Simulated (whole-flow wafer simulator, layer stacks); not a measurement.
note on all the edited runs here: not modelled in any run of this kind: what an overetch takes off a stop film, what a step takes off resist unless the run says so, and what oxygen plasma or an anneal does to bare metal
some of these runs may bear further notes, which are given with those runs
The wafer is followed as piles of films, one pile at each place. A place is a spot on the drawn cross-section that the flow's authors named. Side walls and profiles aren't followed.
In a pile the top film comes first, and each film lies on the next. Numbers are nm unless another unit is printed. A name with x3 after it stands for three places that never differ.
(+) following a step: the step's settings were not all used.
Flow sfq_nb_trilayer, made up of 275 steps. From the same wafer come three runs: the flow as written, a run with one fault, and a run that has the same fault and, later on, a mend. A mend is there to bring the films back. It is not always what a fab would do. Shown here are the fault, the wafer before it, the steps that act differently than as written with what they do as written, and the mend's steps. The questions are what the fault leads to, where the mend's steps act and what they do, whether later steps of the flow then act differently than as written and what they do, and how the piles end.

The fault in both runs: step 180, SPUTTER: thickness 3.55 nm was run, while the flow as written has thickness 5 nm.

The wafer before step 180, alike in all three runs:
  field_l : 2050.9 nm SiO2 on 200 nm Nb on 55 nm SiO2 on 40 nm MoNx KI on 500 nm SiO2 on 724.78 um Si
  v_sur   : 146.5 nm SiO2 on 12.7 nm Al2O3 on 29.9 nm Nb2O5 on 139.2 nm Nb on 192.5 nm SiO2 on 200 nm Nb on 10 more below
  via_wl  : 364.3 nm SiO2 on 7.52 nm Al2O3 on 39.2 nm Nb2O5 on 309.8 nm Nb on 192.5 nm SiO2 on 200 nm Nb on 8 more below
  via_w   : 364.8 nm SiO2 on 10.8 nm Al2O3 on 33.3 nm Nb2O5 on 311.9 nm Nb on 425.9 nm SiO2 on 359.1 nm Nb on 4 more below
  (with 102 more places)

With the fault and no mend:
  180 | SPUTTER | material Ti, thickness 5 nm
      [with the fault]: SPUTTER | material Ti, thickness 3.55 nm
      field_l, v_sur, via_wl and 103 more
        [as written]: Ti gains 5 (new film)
        [with the fault]: Ti gains 3.55 (new film)
  Steps further on in the flow that do not act as written (20 other steps are not shown; they differ only slightly, by no more than 2% or 0.5 nm, whichever is larger):
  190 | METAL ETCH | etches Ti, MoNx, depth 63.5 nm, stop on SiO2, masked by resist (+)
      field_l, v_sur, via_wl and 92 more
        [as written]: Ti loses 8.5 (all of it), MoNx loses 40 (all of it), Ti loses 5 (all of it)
        [with the fault]: Ti loses 8.5 (all of it), MoNx loses 40 (all of it), Ti loses 3.55 (all of it)
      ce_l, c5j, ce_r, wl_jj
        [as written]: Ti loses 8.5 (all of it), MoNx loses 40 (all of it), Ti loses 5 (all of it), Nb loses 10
        [with the fault]: Ti loses 8.5 (all of it), MoNx loses 40 (all of it), Ti loses 3.55 (all of it), Nb loses 11.4
  The piles end different from the flow's at be_r, r_sur, res, r_end, r5r_line_l, r5r_line_c, r5r_line_r by more than 2% or 0.5 nm, whichever is larger.
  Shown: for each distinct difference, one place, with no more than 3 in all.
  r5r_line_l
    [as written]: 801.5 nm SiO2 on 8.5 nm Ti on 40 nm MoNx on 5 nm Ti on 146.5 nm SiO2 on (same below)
    [with the fault]: 803 nm SiO2 on 8.5 nm Ti on 40 nm MoNx on 3.55 nm Ti on 146.5 nm SiO2 on (same below)
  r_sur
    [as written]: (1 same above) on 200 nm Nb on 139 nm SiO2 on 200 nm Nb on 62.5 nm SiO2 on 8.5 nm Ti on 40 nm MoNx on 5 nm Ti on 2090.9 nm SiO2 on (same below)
    [with the fault]: (1 same above) on 200 nm Nb on 140.4 nm SiO2 on 200 nm Nb on 62.5 nm SiO2 on 8.5 nm Ti on 40 nm MoNx on 3.55 nm Ti on 2090.9 nm SiO2 on (same below)
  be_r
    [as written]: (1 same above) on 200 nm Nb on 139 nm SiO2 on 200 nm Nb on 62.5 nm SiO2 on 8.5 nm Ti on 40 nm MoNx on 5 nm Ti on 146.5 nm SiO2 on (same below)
    [with the fault]: (1 same above) on 200 nm Nb on 140.4 nm SiO2 on 200 nm Nb on 62.5 nm SiO2 on 8.5 nm Ti on 40 nm MoNx on 3.55 nm Ti on 146.5 nm SiO2 on (same below)

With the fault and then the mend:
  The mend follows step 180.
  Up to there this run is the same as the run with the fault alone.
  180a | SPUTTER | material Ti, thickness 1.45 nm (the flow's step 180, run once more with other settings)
      field_l, v_sur, via_wl and 103 more
        Ti gains 1.45
  Later steps of the flow that are run all act as written at every place that is followed.
  At every place that both follow, the piles at the end match the flow's.
